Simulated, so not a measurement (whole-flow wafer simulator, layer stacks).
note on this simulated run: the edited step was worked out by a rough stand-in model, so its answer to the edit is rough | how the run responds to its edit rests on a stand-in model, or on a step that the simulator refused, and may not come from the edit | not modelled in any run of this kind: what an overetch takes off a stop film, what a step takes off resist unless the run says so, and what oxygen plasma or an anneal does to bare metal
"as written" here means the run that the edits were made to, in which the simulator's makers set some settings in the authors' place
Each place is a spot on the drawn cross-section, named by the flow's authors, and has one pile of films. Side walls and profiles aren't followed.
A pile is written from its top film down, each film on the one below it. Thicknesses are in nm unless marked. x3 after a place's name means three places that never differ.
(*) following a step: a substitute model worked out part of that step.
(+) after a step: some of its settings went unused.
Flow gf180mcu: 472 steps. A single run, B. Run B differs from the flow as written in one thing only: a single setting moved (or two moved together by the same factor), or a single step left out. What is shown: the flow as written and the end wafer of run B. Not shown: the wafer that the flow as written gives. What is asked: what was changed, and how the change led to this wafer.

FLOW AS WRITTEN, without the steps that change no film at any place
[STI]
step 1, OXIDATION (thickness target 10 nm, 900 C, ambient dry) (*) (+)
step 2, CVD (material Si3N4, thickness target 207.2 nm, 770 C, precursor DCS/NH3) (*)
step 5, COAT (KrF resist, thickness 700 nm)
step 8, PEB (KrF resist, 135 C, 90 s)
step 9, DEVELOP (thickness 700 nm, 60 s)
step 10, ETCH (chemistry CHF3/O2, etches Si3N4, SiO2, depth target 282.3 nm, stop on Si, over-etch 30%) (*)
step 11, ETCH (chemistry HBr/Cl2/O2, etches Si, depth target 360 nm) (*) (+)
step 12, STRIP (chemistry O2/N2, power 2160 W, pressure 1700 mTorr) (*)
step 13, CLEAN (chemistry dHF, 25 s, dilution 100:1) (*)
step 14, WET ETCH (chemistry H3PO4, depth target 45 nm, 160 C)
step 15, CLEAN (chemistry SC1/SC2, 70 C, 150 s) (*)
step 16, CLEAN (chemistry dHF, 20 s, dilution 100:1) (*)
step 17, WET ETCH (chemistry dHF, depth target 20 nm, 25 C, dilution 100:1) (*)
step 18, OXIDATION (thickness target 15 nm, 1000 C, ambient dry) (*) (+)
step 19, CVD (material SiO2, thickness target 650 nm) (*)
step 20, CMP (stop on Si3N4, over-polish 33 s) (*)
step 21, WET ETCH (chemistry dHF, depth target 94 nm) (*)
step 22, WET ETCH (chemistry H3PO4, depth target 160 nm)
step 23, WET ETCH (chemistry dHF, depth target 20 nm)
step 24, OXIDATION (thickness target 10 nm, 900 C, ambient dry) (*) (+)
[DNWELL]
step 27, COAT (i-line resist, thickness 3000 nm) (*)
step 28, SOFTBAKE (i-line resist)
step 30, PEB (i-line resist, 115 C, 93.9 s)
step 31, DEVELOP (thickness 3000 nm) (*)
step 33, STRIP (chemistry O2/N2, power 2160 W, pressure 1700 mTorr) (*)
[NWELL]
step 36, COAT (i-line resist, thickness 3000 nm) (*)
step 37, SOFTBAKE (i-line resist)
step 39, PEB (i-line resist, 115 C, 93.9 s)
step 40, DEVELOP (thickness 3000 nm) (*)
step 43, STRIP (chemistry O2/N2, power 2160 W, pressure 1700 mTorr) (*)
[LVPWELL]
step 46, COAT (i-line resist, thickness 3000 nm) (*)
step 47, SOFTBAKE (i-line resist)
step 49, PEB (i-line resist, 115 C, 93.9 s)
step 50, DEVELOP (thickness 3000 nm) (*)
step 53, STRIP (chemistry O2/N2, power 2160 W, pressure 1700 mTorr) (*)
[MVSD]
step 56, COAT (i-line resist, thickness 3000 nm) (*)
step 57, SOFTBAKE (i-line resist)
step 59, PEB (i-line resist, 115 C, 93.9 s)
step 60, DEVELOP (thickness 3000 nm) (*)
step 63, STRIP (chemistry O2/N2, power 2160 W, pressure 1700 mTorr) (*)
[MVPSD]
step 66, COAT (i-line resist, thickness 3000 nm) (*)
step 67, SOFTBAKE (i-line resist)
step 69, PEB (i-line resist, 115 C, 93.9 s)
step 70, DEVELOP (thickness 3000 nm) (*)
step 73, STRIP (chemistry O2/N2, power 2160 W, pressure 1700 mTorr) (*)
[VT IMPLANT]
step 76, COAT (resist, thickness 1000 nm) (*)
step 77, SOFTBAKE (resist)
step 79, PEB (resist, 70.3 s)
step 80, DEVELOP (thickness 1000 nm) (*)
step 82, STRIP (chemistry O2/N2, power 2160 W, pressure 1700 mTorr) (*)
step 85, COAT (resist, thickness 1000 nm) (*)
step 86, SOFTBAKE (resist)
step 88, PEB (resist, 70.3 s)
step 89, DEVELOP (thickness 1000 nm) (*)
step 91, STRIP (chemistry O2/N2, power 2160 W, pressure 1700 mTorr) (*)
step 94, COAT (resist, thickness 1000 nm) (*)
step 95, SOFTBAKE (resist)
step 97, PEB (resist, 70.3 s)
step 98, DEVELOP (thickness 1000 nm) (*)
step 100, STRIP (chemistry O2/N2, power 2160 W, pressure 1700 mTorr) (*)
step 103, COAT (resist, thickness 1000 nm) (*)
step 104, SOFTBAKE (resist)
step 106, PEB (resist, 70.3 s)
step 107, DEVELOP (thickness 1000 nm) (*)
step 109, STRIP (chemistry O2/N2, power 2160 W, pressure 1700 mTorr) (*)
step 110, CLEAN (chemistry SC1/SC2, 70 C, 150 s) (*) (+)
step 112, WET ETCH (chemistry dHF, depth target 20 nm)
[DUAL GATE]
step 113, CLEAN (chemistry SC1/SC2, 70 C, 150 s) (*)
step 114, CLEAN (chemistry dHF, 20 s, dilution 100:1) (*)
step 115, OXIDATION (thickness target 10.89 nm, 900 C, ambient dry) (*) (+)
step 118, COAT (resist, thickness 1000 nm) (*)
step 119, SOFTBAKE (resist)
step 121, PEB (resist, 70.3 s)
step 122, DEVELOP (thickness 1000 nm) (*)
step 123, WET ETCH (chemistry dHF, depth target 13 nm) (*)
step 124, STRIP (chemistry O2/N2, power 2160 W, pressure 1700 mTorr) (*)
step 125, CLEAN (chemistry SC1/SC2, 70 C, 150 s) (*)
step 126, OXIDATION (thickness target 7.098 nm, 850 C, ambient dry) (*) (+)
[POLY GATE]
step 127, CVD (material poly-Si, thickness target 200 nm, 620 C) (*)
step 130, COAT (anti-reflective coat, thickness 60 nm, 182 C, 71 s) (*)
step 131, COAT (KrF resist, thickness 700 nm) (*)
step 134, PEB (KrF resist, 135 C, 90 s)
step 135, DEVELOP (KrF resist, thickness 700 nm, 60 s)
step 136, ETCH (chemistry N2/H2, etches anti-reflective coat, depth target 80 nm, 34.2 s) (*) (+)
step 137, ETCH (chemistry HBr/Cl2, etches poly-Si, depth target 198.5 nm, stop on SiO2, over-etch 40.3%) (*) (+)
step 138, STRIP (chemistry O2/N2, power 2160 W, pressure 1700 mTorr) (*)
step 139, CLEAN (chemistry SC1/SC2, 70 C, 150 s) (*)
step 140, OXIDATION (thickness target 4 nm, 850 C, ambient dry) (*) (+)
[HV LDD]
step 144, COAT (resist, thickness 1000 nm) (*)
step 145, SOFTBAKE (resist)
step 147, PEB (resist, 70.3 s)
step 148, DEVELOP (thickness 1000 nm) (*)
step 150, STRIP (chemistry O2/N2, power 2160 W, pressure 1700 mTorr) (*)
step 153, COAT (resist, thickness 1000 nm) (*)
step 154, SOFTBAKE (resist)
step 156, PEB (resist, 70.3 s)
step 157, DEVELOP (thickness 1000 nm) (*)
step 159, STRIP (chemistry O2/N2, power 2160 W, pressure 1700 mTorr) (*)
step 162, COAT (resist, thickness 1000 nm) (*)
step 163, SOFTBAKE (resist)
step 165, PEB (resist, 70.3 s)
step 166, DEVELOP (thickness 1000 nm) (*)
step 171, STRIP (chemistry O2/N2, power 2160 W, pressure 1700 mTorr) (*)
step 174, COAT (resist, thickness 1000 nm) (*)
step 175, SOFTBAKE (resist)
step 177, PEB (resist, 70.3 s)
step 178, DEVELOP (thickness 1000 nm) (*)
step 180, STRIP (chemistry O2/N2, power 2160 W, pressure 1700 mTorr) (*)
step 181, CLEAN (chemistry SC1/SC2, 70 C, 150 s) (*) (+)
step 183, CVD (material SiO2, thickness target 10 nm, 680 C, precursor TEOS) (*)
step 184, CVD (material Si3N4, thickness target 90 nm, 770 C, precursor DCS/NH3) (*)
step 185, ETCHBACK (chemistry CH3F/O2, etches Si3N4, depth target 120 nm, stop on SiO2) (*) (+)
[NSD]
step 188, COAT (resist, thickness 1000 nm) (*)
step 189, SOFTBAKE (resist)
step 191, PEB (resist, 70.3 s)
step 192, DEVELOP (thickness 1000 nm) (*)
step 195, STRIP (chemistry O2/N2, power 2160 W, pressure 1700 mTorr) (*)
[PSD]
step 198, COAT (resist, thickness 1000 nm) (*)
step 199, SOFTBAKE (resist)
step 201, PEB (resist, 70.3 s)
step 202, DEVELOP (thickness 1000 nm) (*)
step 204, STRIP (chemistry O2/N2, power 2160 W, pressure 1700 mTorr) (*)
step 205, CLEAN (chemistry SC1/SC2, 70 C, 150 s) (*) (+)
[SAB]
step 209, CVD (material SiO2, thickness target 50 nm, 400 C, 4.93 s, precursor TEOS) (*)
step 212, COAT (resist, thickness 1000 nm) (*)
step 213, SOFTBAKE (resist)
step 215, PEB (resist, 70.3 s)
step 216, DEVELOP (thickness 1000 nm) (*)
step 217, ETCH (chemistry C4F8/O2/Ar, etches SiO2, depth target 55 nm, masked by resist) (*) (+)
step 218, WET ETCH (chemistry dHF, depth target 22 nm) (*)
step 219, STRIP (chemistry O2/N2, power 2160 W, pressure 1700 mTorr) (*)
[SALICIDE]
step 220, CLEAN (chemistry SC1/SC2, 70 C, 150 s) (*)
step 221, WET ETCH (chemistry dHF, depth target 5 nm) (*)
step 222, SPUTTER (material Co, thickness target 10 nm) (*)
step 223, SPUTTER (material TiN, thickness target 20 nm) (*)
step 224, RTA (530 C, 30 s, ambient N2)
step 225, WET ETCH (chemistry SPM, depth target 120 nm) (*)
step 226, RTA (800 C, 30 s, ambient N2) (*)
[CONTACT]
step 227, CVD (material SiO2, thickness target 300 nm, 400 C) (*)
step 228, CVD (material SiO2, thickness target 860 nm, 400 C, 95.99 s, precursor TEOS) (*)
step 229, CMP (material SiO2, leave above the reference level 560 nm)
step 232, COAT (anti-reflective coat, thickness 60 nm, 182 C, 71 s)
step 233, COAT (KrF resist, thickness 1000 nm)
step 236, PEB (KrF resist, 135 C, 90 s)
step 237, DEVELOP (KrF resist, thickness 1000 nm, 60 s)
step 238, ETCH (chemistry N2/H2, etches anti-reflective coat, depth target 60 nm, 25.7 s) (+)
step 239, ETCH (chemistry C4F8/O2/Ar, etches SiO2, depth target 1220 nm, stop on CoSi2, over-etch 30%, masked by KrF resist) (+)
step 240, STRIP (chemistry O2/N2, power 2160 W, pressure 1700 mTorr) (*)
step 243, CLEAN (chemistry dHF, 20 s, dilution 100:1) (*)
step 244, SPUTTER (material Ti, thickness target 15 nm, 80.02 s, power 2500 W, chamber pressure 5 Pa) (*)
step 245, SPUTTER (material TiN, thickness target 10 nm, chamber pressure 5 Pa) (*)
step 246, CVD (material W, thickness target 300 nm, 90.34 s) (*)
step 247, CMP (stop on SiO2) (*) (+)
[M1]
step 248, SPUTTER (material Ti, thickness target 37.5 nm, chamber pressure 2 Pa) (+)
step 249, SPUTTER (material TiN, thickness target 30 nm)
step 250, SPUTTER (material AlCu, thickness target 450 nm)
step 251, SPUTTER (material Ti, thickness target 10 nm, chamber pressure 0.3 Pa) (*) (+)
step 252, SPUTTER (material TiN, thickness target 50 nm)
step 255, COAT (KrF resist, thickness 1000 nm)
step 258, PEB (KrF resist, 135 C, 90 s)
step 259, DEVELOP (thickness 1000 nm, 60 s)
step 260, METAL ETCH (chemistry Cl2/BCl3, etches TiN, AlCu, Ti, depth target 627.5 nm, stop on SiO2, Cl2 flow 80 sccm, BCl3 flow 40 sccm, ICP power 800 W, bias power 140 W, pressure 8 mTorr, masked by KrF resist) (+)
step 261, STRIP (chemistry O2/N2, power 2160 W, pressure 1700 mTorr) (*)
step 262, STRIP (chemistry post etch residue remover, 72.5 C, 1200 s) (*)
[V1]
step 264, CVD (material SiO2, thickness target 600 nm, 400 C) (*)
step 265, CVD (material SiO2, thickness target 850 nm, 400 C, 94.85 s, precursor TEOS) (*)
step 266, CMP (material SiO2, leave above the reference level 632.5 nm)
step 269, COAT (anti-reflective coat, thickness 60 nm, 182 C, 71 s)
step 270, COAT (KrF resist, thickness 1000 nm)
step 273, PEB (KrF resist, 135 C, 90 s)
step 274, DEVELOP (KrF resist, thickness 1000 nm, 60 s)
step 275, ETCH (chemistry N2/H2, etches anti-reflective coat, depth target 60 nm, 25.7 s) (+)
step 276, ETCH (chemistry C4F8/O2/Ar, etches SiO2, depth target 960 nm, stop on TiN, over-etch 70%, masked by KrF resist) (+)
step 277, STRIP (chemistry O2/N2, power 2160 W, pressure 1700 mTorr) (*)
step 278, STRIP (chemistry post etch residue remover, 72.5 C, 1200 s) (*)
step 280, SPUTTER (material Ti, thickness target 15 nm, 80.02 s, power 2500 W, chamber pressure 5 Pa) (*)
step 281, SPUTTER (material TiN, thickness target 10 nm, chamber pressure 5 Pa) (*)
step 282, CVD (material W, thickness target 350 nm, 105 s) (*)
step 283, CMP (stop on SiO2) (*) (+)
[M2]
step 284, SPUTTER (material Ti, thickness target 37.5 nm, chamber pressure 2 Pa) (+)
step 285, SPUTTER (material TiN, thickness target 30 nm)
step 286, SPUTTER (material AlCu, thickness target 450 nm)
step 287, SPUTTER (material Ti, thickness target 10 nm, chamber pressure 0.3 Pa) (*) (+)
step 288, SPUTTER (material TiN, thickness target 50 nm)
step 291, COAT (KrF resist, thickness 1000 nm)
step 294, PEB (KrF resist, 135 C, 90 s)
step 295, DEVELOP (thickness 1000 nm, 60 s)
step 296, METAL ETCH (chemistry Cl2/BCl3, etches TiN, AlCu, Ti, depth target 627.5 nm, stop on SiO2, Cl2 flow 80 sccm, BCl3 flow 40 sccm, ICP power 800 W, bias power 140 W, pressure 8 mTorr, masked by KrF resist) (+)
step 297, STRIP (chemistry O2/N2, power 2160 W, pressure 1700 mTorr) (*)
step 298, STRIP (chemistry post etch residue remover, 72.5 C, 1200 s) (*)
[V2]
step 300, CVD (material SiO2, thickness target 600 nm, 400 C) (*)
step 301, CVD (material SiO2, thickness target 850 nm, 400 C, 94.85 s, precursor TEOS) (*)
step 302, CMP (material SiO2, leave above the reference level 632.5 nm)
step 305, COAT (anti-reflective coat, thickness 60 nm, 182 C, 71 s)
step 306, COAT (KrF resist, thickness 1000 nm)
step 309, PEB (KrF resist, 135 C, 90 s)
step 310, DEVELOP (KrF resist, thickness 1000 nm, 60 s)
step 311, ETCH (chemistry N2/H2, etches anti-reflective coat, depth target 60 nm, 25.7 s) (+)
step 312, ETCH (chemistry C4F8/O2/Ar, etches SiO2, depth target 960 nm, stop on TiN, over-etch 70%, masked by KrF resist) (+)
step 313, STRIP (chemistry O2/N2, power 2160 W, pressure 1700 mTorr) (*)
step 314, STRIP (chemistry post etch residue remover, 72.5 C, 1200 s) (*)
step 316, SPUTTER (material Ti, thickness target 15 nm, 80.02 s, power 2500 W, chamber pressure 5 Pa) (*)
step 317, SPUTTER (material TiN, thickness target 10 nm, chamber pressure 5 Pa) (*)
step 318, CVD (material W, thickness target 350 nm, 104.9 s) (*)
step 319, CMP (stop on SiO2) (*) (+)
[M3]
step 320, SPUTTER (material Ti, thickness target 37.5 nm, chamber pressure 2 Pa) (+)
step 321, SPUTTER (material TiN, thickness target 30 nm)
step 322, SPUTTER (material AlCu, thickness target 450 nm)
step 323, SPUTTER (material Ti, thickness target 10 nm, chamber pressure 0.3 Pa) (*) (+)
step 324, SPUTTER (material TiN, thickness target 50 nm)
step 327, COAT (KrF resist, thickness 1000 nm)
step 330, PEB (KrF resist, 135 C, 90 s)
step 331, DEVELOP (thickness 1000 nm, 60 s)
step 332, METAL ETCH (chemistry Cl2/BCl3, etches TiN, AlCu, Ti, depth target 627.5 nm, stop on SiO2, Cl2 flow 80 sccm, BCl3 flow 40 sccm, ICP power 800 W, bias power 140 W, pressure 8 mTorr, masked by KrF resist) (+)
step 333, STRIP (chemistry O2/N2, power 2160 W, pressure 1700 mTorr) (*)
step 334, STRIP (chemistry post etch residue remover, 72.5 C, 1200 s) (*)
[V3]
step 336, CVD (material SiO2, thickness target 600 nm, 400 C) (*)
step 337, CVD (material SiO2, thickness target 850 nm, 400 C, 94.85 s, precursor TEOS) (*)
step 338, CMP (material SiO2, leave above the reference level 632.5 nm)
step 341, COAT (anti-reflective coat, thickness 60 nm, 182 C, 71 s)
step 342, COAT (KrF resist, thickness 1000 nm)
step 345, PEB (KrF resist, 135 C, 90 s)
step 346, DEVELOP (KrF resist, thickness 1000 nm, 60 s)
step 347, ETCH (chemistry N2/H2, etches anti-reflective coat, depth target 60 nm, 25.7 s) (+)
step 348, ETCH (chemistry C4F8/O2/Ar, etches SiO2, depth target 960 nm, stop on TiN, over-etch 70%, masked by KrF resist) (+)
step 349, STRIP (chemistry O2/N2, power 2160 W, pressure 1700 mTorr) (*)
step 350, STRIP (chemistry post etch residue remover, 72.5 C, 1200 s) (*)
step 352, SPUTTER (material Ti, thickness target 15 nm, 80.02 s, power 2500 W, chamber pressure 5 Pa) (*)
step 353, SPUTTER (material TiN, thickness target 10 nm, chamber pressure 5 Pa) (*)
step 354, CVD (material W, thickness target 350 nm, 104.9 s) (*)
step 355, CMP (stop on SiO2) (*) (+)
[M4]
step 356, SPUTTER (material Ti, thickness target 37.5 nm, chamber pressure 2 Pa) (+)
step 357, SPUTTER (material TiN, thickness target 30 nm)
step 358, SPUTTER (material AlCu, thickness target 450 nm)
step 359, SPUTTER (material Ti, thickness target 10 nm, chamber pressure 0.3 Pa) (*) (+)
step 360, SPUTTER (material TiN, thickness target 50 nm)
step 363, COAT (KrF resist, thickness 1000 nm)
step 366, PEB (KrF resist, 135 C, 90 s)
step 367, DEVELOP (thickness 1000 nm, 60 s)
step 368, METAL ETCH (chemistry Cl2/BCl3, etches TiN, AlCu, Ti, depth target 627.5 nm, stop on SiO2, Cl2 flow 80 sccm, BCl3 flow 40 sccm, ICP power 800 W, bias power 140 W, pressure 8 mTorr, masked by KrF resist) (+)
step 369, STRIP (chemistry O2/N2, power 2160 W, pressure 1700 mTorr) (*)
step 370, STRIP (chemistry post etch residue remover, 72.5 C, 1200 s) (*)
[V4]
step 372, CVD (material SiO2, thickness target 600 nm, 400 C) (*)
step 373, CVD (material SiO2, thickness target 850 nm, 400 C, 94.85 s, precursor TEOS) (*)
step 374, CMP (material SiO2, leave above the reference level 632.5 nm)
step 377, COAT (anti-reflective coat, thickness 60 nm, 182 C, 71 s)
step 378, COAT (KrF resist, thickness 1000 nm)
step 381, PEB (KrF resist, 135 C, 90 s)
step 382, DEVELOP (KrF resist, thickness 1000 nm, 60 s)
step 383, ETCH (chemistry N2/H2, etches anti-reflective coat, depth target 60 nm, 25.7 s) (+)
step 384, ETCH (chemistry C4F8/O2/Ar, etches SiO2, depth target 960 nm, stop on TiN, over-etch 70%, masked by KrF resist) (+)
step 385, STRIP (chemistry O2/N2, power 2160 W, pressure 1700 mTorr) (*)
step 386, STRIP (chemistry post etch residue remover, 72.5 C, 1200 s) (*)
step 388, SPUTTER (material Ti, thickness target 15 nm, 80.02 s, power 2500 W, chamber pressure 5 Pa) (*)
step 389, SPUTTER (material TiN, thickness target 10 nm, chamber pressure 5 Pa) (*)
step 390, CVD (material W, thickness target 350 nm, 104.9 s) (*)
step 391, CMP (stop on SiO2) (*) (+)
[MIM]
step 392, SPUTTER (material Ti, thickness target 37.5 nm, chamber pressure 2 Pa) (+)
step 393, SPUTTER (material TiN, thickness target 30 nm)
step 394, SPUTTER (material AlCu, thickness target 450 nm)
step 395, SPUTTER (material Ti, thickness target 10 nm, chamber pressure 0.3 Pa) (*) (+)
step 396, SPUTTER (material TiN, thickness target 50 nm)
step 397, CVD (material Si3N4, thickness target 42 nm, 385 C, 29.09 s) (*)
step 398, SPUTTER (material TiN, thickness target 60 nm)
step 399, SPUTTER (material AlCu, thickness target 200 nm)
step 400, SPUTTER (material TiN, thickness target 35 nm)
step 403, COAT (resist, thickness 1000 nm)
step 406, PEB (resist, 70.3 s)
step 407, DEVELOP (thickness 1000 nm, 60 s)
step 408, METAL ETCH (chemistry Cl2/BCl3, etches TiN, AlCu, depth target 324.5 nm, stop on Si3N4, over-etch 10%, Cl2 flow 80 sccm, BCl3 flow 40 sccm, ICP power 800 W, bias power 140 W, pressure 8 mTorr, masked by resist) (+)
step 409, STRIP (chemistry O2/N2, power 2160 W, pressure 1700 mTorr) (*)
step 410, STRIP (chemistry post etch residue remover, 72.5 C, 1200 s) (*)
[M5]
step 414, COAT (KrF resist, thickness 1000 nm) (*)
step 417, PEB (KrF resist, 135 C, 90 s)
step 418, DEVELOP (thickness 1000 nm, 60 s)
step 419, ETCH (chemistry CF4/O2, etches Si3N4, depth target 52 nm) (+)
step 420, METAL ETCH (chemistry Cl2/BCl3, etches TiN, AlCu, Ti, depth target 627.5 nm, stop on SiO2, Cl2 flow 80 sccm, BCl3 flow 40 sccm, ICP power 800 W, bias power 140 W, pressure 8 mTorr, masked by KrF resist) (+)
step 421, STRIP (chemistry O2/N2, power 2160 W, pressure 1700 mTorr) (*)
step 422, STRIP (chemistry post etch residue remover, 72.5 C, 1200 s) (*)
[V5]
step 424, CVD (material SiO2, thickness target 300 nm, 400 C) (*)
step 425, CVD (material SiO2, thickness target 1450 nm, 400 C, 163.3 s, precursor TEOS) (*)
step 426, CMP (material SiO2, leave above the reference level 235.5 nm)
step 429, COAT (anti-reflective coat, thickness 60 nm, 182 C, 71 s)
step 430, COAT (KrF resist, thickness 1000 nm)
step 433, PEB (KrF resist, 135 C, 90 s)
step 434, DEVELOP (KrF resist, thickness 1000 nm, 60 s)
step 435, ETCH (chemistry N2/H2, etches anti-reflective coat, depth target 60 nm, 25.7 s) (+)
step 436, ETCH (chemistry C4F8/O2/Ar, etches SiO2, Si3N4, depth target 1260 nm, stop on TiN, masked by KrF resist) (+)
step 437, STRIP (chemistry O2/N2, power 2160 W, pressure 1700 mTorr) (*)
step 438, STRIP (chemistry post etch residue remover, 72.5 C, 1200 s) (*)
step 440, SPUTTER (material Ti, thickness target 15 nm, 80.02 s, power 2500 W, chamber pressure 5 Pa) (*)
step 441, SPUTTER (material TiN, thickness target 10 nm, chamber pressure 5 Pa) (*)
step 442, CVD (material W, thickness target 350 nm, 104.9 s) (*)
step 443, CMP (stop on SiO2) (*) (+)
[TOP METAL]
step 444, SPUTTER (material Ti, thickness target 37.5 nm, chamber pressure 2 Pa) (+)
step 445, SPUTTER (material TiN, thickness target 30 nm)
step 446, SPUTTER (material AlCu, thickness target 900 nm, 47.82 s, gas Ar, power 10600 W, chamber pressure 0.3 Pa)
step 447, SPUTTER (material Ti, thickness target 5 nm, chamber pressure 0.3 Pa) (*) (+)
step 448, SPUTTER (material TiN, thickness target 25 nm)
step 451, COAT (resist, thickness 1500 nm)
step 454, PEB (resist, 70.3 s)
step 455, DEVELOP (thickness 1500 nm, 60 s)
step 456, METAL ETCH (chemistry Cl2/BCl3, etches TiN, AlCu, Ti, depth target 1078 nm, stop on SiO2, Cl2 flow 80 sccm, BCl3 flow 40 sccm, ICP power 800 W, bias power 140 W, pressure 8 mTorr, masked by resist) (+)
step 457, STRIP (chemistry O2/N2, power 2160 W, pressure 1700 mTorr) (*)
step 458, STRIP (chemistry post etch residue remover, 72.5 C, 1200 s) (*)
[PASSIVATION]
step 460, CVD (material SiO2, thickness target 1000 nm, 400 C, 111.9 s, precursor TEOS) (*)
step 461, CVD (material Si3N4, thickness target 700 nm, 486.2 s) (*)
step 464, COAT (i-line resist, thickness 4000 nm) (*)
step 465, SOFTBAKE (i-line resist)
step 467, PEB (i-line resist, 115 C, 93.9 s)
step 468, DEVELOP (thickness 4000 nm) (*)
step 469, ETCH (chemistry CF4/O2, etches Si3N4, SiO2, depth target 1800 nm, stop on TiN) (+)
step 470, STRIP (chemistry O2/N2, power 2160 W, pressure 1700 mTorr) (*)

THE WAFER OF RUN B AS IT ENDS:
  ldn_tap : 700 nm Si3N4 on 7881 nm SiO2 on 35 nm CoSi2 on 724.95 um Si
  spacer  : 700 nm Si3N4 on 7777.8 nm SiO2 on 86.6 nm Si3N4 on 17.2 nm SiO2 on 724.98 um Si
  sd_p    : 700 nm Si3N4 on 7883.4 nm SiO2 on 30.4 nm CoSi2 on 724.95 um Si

Cause: step 209, CVD: thickness target 78 nm was run, though the flow has thickness target 50 nm; step 209, CVD: 7.691 s was run, where the flow has 4.93 s.

Step by step, how the change led to this:
  step 209, CVD (material SiO2, thickness target 50 nm, 400 C, 4.93 s, precursor TEOS) (*)
      field, field__w7, field__w8 and 35 more: SiO2 gains 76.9 (in the flow as written it would be: SiO2 gains 50)
      active, p_well, gate and 35 more: SiO2 gains 77 (in the flow as written it would be: SiO2 gains 50)
      (also at 33 further places)
  step 217, ETCH (chemistry C4F8/O2/Ar, etches SiO2, depth target 55 nm, masked by resist) (*) (+)
      spacer: SiO2 loses 55 (in the flow as written it would be: SiO2 loses 50 (all of it), Si3N4 loses 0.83)
  step 218, WET ETCH (chemistry dHF, depth target 22 nm) (*)
      ldn_tap, ldn_src, ldn_drn, ldp_tap, ldp_src, ldp_drn, ldp_gr: SiO2 loses 40.1 (in the flow as written it would be: SiO2 loses 16 (all of it))
      ld_drn_n, ld_sd_p: SiO2 loses 38.8 (in the flow as written it would be: SiO2 loses 14.8 (all of it))
      (also at 91 further places)
  step 219, STRIP (chemistry O2/N2, power 2160 W, pressure 1700 mTorr) (*)
      active_hv, active_nat, ld_sd_n and 11 more: nothing (in the flow as written it would be: chemical SiO2 gains 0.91 (new film), Si loses 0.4)
  step 221, WET ETCH (chemistry dHF, depth target 5 nm) (*)
      ldn_tap, ldp_src, ldp_drn, ldp_gr: SiO2 loses 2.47 (all of it) (in the flow as written it would be: chemical SiO2 loses 0.76 (all of it))
      ldn_src, ldn_drn, ldp_tap: SiO2 loses 2.46 (all of it) (in the flow as written it would be: chemical SiO2 loses 0.76 (all of it))
      (also at 7 further places)
  step 223, SPUTTER (material TiN, thickness target 20 nm) (*)
      field__w12: TiN gains 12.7 (new film) (in the flow as written it would be: TiN gains 12 (new film))
      sd_p: TiN gains 17 (new film) (in the flow as written it would be: TiN gains 17.9 (new film))
      (also at 1 further place)
  step 224, RTA (530 C, 30 s, ambient N2)
      sd_p: under 1 film: CoSi gains 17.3 (new film), Co loses 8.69 (all of it), Si loses 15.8 (in the flow as written it would be: under 1 film: CoSi gains 18.1 (new film), Co loses 9.09 (all of it), Si loses 16.5)
  step 225, WET ETCH (chemistry SPM, depth target 120 nm) (*)
      field__w12: TiN loses 12.7 (all of it), Co loses 6.45 (all of it) (in the flow as written it would be: TiN loses 12 (all of it), Co loses 6.15 (all of it))
      sd_p: TiN loses 17 (all of it) (in the flow as written it would be: TiN loses 17.9 (all of it))
      (also at 1 further place)
  step 226, RTA (800 C, 30 s, ambient N2) (*)
      sd_p: CoSi2 gains 30.4 (new film), CoSi loses 17.3 (all of it), Si loses 15.8 (in the flow as written it would be: CoSi2 gains 31.8 (new film), CoSi loses 18.1 (all of it), Si loses 16.5)
  step 229, CMP (material SiO2, leave above the reference level 560 nm)
      ldn_sep__w1, ldn_sep__w2, ldn_dft and 8 more: SiO2 loses 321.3 (in the flow as written it would be: SiO2 loses 311)
      sti, mim_1p0, pad, dice_street, iso_nw_fld, iso_fld_sub: SiO2 loses 307.1 (in the flow as written it would be: SiO2 loses 296.8)
      (also at 45 further places)
